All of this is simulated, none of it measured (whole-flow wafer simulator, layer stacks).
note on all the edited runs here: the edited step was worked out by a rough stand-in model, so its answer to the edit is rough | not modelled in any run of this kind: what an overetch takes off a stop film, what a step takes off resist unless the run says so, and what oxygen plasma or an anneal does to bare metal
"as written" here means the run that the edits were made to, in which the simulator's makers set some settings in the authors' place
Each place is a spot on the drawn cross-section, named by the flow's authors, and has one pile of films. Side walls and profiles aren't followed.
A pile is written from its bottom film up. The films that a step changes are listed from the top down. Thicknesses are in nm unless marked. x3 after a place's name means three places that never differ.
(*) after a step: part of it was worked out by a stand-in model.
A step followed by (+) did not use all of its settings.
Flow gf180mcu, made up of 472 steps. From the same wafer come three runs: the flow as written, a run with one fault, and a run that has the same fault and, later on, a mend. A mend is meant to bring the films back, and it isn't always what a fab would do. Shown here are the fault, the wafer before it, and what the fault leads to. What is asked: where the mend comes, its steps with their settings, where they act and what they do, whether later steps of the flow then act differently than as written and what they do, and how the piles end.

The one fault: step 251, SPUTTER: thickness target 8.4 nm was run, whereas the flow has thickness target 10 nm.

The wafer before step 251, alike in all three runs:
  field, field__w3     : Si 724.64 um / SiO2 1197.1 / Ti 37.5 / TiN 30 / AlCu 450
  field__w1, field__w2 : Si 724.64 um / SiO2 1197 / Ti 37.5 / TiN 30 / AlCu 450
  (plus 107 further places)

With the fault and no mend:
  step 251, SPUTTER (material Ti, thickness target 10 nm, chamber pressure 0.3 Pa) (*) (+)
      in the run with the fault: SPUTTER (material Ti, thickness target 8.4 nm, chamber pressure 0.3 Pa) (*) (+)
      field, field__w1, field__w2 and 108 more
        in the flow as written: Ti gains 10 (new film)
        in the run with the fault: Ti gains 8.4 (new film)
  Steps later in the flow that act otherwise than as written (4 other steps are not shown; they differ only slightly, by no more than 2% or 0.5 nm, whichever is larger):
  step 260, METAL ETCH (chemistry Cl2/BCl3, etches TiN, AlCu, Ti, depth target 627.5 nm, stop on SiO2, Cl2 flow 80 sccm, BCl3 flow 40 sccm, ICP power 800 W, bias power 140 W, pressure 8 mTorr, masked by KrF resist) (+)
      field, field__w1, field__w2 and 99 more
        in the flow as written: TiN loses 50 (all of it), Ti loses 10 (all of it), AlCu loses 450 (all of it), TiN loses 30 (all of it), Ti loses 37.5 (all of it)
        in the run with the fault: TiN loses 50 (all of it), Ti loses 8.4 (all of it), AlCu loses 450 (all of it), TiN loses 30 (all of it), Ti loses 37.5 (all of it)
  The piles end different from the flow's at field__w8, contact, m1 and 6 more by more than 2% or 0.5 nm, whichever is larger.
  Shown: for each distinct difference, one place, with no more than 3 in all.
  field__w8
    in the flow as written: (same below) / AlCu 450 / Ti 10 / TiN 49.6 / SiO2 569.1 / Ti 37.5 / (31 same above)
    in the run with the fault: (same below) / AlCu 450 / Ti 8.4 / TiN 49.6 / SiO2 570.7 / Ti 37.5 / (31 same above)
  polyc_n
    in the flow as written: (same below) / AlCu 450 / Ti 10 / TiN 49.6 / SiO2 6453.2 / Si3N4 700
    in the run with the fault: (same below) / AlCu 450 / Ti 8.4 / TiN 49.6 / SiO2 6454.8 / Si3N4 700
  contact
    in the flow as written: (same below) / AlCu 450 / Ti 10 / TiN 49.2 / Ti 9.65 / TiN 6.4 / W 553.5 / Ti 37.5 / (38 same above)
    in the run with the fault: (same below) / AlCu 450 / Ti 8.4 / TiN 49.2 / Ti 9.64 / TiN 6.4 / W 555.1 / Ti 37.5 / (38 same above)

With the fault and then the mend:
  The mend follows step 251.
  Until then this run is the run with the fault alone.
  step 251a, SPUTTER (material Ti, thickness target 1.6 nm, chamber pressure 0.3 Pa) (*) (+) (the flow's step 251, run once more with other settings)
      field, field__w1, field__w2 and 108 more
        Ti gains 1.6
  Every later step of the flow that is run acts as written at every place that is followed.
  By the end, the piles equal the flow's at every place that both follow.
